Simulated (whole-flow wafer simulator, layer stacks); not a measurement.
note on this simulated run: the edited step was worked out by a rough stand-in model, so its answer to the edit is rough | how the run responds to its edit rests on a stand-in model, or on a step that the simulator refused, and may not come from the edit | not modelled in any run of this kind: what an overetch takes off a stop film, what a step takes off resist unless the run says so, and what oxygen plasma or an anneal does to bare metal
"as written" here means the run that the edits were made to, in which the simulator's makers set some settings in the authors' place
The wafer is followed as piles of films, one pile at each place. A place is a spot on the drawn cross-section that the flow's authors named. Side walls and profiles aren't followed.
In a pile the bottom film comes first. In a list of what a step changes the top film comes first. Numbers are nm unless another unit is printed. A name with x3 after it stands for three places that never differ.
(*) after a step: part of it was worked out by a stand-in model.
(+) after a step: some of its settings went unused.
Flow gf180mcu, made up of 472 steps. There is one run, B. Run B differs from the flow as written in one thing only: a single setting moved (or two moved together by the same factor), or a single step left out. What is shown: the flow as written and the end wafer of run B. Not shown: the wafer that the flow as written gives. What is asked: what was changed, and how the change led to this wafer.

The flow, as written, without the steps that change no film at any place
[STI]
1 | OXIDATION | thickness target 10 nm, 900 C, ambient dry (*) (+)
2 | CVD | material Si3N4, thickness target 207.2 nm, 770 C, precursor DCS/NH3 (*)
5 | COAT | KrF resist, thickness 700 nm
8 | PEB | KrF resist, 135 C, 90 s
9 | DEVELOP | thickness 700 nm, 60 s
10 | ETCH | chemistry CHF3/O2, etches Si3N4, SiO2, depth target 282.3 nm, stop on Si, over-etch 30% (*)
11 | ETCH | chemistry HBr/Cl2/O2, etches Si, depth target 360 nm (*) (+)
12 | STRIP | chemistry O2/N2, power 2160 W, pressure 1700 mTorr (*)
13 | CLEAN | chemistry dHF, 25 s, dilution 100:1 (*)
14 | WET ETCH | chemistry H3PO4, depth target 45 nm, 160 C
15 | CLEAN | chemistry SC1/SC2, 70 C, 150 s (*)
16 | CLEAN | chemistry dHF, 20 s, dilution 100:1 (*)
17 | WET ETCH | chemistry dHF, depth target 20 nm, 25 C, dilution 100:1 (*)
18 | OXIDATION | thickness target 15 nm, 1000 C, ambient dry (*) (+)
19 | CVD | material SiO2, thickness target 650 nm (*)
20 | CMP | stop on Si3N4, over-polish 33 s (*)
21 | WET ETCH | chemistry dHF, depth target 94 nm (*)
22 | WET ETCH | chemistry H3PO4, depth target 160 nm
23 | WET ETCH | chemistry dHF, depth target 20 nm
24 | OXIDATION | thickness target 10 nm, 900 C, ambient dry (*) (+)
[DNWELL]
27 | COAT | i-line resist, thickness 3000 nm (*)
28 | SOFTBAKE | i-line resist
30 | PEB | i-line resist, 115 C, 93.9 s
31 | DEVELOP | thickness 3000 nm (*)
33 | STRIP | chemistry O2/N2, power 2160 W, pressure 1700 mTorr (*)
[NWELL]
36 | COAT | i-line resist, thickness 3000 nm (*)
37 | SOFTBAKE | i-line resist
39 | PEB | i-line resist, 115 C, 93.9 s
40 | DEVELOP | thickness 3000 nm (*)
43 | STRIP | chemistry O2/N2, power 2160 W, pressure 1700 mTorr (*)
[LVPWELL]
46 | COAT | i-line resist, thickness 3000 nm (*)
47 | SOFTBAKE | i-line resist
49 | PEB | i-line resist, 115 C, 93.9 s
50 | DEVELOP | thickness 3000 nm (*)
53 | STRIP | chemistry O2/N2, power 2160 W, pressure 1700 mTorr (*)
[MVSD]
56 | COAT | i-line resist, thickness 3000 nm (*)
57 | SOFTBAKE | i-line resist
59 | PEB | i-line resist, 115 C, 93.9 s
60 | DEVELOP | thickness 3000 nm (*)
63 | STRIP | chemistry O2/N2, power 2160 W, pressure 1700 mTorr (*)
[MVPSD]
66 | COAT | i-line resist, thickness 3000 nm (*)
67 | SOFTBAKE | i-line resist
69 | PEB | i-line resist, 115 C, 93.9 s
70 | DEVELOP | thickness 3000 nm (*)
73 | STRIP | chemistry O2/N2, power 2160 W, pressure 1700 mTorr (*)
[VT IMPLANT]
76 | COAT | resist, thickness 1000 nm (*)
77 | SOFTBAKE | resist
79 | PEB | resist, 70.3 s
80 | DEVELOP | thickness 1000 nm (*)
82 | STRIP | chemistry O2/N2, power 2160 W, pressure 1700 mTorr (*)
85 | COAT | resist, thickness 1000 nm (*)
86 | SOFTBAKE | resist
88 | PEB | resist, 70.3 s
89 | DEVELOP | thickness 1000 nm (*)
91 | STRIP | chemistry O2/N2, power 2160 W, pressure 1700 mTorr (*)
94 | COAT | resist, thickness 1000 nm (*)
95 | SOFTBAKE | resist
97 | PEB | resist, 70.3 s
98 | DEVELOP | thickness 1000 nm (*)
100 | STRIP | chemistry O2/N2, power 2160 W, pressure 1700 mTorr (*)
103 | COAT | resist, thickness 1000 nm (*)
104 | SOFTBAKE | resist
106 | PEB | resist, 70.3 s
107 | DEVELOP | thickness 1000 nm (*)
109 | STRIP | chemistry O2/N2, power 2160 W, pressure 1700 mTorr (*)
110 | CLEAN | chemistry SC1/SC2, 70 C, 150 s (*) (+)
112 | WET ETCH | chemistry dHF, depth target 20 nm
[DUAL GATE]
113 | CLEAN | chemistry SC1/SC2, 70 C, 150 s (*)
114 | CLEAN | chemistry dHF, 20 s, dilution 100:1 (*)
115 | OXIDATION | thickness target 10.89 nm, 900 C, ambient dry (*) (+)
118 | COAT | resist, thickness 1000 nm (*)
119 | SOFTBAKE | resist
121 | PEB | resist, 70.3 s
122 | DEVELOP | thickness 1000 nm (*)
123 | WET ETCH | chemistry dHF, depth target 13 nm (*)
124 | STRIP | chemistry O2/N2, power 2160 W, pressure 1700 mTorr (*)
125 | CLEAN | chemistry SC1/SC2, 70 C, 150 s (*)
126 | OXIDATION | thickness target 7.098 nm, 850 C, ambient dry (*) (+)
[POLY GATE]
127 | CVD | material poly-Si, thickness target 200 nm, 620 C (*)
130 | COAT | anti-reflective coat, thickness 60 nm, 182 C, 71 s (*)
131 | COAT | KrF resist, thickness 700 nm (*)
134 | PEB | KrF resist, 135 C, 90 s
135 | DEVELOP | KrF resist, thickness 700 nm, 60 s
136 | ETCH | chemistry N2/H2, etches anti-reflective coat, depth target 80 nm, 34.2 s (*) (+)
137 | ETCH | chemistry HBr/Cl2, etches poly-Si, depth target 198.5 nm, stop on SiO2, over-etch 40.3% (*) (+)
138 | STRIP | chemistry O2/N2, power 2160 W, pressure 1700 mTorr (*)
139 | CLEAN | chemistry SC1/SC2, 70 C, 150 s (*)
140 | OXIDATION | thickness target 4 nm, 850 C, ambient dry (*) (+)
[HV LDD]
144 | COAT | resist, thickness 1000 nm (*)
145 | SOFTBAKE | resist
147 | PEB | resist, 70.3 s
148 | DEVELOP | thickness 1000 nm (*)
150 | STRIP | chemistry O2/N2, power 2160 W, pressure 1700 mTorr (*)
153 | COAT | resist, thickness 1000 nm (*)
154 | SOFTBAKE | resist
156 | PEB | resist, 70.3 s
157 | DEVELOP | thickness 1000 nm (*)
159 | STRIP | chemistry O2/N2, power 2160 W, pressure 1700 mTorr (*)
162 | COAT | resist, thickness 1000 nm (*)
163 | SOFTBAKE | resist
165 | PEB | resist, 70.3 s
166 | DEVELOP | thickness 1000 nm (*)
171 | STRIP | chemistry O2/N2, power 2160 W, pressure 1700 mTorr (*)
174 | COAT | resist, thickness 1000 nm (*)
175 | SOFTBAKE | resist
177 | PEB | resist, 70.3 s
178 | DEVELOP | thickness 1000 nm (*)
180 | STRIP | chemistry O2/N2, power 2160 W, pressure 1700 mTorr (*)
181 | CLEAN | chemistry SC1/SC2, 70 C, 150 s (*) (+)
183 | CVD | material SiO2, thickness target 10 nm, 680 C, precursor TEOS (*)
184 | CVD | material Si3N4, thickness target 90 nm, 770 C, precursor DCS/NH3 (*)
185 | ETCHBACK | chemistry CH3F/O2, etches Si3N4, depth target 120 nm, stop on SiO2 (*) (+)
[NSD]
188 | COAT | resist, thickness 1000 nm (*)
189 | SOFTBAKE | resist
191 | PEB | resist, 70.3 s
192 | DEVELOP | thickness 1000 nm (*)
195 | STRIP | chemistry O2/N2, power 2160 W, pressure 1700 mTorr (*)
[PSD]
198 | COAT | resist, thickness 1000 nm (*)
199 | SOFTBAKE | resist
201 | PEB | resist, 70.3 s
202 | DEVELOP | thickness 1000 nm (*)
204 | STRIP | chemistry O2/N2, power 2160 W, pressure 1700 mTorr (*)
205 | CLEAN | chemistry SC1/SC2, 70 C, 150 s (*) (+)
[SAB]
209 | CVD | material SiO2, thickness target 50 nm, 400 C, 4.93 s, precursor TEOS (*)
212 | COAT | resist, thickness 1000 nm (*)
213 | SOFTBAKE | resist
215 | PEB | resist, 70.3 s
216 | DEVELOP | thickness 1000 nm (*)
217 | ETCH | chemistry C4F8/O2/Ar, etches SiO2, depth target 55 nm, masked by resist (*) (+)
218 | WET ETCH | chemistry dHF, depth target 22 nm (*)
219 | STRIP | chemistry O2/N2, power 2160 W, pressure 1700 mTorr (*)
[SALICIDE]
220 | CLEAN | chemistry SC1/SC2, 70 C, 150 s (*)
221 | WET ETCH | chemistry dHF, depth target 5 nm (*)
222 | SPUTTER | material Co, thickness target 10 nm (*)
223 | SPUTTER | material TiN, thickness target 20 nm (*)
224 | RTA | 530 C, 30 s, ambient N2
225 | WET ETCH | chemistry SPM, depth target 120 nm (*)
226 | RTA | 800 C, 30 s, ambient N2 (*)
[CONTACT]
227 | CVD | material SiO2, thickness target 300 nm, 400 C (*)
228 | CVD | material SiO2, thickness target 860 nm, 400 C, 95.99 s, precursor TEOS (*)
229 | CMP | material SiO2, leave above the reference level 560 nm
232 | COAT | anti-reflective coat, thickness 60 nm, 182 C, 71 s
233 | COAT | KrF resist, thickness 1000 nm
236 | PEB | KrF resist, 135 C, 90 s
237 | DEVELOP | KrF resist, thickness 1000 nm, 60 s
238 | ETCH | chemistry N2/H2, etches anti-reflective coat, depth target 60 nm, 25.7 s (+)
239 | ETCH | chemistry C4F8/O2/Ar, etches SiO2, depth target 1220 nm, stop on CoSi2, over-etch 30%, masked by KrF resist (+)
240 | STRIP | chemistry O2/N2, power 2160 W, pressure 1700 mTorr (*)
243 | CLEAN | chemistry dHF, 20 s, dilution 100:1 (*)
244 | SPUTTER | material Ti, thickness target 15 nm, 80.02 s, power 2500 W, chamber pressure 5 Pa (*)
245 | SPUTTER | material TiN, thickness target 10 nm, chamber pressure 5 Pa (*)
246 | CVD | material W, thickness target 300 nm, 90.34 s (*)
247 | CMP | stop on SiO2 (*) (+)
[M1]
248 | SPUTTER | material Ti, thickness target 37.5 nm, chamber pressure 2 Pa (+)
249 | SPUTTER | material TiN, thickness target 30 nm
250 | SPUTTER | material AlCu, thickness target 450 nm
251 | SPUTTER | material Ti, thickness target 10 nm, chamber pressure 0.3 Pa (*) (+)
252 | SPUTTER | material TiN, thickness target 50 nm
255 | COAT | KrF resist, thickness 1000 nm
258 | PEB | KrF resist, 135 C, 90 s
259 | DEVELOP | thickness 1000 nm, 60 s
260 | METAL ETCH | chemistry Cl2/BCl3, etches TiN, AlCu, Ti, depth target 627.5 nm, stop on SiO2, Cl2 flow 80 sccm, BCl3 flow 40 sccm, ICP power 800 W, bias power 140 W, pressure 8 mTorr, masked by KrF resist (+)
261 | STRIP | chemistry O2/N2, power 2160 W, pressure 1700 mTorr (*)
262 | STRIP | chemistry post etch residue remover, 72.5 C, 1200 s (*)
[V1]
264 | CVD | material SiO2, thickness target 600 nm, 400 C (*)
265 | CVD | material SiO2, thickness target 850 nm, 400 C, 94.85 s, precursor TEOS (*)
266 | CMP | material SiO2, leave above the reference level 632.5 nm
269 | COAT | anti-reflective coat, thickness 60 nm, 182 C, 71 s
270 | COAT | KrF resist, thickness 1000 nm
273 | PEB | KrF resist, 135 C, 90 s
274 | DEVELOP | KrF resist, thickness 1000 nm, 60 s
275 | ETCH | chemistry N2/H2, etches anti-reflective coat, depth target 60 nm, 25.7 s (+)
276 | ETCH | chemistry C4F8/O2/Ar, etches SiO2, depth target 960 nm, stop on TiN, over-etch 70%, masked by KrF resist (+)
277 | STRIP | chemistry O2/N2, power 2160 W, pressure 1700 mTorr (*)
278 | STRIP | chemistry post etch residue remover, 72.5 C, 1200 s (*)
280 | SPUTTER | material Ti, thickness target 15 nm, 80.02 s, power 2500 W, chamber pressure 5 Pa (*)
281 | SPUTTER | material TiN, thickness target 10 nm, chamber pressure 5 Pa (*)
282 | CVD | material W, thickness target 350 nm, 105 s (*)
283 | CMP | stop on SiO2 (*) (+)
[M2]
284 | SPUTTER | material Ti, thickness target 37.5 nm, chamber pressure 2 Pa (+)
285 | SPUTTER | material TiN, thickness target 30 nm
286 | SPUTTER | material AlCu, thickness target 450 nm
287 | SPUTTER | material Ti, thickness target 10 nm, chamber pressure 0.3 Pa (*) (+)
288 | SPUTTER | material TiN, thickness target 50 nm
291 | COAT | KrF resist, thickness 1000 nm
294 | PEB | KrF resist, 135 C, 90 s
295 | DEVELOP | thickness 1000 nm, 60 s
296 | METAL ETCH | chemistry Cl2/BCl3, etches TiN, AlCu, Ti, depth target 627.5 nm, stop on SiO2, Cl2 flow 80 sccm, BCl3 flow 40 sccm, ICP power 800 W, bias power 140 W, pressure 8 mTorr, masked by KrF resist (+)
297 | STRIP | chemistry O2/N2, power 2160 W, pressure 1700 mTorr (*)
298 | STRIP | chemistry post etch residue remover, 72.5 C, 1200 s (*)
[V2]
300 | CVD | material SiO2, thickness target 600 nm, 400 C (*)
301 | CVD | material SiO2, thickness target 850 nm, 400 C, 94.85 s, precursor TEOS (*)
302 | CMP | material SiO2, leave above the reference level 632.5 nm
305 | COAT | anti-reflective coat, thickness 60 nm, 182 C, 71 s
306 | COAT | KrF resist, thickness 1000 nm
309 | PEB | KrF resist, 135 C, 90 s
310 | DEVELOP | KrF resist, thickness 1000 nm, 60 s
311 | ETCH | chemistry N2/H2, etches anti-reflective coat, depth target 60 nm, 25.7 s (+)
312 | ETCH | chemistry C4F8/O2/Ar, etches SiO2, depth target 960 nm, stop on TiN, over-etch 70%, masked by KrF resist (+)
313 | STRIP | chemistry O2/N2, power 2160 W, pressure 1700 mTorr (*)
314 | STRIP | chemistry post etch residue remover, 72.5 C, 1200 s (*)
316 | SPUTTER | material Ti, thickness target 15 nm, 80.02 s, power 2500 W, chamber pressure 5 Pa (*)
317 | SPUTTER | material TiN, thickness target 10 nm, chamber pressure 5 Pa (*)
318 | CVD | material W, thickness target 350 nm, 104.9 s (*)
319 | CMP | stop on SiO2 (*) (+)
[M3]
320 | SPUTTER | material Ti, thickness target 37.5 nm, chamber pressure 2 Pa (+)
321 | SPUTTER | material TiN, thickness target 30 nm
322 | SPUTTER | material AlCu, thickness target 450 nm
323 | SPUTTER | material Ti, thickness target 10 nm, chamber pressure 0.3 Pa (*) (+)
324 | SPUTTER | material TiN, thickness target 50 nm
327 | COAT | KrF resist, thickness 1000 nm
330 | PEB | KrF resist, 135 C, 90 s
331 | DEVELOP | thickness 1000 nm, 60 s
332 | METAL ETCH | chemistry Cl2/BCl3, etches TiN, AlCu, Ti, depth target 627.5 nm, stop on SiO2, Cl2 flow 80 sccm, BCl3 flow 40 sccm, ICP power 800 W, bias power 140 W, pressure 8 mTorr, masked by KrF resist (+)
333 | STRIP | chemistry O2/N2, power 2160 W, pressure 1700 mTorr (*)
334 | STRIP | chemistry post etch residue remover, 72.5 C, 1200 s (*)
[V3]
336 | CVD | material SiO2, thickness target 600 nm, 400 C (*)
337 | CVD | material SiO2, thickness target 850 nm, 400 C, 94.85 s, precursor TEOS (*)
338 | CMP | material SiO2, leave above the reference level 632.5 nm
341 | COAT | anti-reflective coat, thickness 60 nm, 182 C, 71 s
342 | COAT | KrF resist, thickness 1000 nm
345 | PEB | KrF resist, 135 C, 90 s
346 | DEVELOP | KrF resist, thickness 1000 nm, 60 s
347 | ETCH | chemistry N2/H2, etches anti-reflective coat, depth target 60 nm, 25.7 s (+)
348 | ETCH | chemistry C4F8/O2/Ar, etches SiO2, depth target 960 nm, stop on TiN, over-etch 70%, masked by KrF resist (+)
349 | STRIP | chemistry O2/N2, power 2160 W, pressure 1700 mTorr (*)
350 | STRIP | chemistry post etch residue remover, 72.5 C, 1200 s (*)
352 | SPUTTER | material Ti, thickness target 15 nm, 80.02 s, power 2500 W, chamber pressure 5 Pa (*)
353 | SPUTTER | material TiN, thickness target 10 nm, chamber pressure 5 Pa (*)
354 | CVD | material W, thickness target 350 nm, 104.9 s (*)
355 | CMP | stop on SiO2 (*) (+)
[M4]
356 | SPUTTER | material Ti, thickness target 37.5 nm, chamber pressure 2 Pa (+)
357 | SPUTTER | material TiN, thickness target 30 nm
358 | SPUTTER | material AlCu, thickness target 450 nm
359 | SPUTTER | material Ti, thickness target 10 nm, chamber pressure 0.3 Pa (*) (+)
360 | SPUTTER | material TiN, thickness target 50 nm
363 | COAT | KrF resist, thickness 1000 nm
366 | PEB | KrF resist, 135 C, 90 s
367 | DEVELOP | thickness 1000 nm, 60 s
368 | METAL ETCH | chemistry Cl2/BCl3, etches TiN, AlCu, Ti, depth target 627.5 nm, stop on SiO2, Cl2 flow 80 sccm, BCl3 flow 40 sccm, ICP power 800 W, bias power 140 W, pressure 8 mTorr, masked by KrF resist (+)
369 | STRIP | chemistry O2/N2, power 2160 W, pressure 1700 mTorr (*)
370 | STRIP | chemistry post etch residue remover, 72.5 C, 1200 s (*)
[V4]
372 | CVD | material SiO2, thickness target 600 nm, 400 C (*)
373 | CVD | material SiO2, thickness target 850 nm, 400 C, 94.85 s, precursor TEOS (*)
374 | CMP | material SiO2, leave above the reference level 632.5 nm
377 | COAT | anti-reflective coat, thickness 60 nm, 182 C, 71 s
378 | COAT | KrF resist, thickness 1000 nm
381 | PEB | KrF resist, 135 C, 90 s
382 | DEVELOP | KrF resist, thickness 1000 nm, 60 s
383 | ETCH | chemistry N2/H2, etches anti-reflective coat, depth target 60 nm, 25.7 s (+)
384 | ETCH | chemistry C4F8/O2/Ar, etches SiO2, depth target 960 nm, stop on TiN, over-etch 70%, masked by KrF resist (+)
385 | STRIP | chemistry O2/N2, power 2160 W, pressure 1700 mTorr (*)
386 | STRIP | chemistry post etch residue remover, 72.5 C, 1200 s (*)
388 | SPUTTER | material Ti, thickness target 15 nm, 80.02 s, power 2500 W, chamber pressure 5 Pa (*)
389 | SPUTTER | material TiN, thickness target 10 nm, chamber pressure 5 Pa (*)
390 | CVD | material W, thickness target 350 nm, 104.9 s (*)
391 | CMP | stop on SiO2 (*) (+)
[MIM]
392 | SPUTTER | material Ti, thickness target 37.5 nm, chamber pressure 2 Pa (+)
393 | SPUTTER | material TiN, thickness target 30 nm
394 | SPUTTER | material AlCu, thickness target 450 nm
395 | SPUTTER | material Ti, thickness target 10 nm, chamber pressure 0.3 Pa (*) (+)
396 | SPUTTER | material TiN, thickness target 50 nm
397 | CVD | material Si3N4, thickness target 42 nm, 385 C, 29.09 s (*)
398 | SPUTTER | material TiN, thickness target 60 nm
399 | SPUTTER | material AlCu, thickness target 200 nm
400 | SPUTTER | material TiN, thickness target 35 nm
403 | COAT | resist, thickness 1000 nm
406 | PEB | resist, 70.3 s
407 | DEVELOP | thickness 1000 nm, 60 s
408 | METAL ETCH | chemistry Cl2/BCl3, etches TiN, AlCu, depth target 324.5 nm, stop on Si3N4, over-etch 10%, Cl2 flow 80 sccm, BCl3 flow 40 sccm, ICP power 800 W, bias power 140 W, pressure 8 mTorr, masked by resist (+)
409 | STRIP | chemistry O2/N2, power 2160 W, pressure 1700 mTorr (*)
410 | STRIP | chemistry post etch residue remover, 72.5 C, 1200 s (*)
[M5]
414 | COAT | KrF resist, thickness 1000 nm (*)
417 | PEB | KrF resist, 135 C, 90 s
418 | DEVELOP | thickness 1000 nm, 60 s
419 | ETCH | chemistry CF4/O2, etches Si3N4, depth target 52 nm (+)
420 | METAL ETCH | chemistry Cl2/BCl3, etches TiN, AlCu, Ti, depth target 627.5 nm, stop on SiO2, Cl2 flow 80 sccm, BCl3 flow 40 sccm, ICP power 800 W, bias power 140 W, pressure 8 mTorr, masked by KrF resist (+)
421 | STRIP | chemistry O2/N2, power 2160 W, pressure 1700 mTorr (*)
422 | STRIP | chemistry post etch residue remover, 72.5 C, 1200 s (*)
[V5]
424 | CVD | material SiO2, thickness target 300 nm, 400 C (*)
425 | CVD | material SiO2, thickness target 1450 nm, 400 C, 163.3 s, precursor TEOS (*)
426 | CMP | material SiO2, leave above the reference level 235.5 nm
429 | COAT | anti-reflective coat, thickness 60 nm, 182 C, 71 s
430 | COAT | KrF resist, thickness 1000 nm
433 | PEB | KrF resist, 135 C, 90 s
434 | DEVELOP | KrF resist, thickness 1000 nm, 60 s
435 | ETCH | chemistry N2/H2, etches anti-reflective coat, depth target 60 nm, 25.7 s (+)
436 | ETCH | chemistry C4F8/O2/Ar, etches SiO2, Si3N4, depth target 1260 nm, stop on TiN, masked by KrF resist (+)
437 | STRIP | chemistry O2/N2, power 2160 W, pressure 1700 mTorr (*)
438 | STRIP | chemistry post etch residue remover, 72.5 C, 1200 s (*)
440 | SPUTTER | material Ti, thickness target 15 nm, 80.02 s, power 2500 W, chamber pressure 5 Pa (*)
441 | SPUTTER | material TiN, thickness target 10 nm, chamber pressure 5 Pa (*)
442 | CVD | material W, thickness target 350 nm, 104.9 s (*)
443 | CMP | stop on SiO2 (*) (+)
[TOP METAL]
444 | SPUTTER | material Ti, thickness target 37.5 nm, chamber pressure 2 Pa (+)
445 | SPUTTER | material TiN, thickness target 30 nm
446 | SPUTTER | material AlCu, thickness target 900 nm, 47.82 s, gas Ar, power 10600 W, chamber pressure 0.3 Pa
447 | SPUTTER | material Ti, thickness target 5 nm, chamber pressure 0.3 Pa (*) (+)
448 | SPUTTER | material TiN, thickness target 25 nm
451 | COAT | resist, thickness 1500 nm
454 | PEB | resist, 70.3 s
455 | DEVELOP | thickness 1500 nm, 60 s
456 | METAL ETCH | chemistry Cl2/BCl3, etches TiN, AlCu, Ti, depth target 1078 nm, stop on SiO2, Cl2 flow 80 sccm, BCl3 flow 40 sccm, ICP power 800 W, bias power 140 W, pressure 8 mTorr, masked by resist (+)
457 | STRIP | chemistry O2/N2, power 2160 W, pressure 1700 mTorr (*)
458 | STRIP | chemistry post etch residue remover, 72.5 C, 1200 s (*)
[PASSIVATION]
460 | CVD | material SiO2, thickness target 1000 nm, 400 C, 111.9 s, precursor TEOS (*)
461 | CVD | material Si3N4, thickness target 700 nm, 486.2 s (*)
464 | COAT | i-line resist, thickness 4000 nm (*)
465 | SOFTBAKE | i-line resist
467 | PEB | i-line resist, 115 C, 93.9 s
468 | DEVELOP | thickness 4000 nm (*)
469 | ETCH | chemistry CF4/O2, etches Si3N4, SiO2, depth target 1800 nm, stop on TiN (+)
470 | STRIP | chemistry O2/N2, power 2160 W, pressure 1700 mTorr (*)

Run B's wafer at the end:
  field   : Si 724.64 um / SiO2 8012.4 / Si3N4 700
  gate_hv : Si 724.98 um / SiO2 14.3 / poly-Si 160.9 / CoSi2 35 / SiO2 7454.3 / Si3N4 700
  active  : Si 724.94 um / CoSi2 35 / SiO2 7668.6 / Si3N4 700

Cause: step 425, CVD: thickness target 928 nm was run, while the flow as written has thickness target 1450 nm; step 425, CVD: 104.5 s was run, where the flow has 163.3 s.

How this came from the change, step by step:
  425 | CVD | material SiO2, thickness target 1450 nm, 400 C, 163.3 s, precursor TEOS (*)
      field, field__w1, field__w4 and 100 more: +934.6 SiO2 (in the flow as written it would be: +1450 SiO2)
      field__w2, field__w3, field__w12 and 6 more: +917 SiO2 (in the flow as written it would be: +1421.8 SiO2)
  426 | CMP | material SiO2, leave above the reference level 235.5 nm
      field, field__w1, field__w5 and 92 more: nothing (in the flow as written it would be: -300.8 SiO2)
      field__w2, field__w3, field__w12 and 6 more: nothing (in the flow as written it would be: -272.7 SiO2)
      (as well as at 8 more places)
  429 | COAT | anti-reflective coat, thickness 60 nm, 182 C, 71 s
      p_well, sti, spacer, sd_n, pad, dice_street: +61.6 anti-reflective coat (new film) (in the flow as written it would be: +60 anti-reflective coat (new film))
      field__w2, ppoly_u: +64.4 anti-reflective coat (new film) (in the flow as written it would be: +60 anti-reflective coat (new film))
      (as well as at 43 more places)
  430 | COAT | KrF resist, thickness 1000 nm
      field__w12, gate_p: +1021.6 KrF resist (new film) (in the flow as written it would be: +1000 KrF resist (new film))
      ppoly_u, npoly_sal: +1022.9 KrF resist (new film) (in the flow as written it would be: +1000 KrF resist (new film))
      (as well as at 24 more places)
  433 | PEB | KrF resist, 135 C, 90 s
      contact, m1_nw: -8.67 KrF resist (in the flow as written it would be: -10.5 KrF resist)
      polyc_n, polyc_n_rim: -12.7 KrF resist (in the flow as written it would be: -10.5 KrF resist)
      (as well as at 11 more places)
  434 | DEVELOP | KrF resist, thickness 1000 nm, 60 s
      contact: -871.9 KrF resist (all of it) (in the flow as written it would be: -989.5 KrF resist (all of it))
  435 | ETCH | chemistry N2/H2, etches anti-reflective coat, depth target 60 nm, 25.7 s (+)
      contact: -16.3 anti-reflective coat (all of it), -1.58 SiO2 (in the flow as written it would be: -60 anti-reflective coat (all of it), -0.46 SiO2)
  437 | STRIP | chemistry O2/N2, power 2160 W, pressure 1700 mTorr (*)
      p_well, sti, spacer, sd_n, pad, dice_street: -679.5 KrF resist (all of it), -61.6 anti-reflective coat (all of it) (in the flow as written it would be: -679.2 KrF resist (all of it), -60 anti-reflective coat (all of it))
      field: -634.1 KrF resist (all of it), -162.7 anti-reflective coat (all of it) (in the flow as written it would be: -679.2 KrF resist (all of it), -60 anti-reflective coat (all of it))
      (as well as at 44 more places)
  440 | SPUTTER | material Ti, thickness target 15 nm, 80.02 s, power 2500 W, chamber pressure 5 Pa (*)
      field__w2: +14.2 Ti (new film) (in the flow as written it would be: +15 Ti (new film))
      contact: +9.19 Ti (new film) (in the flow as written it would be: +8.12 Ti (new film))
  441 | SPUTTER | material TiN, thickness target 10 nm, chamber pressure 5 Pa (*)
      field__w2: +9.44 TiN (new film) (in the flow as written it would be: +10 TiN (new film))
      contact: +6.1 TiN (new film) (in the flow as written it would be: +5.38 TiN (new film))
  442 | CVD | material W, thickness target 350 nm, 104.9 s (*)
      contact: +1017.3 W (new film) (in the flow as written it would be: +1233.6 W (new film))
  443 | CMP | stop on SiO2 (*) (+)
      field__w3, field__w12, npoly_sal, ppoly_sal, gate_hv5, gate_p_hv5, sti_nw: -350 W (all of it), -10 TiN (all of it), -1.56 Ti (in the flow as written it would be: -350 W (all of it), -10 TiN (all of it), -15 Ti (all of it), -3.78 SiO2)
      field__w2: -350.7 W (all of it), -9.44 TiN (all of it), -0.8 Ti (in the flow as written it would be: -350 W (all of it), -10 TiN (all of it), -15 Ti (all of it), -3.78 SiO2)
      (as well as at 8 more places)
  444 | SPUTTER | material Ti, thickness target 37.5 nm, chamber pressure 2 Pa (+)
      field__w2, field__w3, field__w12 and 6 more: +37.5 Ti (in the flow as written it would be: +37.5 Ti (new film))
  451 | COAT | resist, thickness 1500 nm
      field: +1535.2 resist (new film) (in the flow as written it would be: +1500 resist (new film))
      field__w8: +1321.5 resist (new film) (in the flow as written it would be: +1500 resist (new film))
      (as well as at 6 more places)
  452 | SOFTBAKE | resist
      field: -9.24 resist (in the flow as written it would be: nothing)
      field__w1: +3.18 resist (in the flow as written it would be: nothing)
      (as well as at 42 more places)
  454 | PEB | resist, 70.3 s
      field__w8, m1, m1__w1, mim: -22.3 resist (in the flow as written it would be: -26.5 resist)
      mim_1p0: -22 resist (in the flow as written it would be: -26.5 resist)
      (as well as at 1 more place)
  ... another 6 steps ...
  470 | STRIP | chemistry O2/N2, power 2160 W, pressure 1700 mTorr (*)
      field__w8, m1__w1: -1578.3 i-line resist (all of it) (in the flow as written it would be: -1775.9 i-line resist (all of it))
      m1: -1597.5 i-line resist (all of it) (in the flow as written it would be: -1798.9 i-line resist (all of it))
      (as well as at 3 more places)
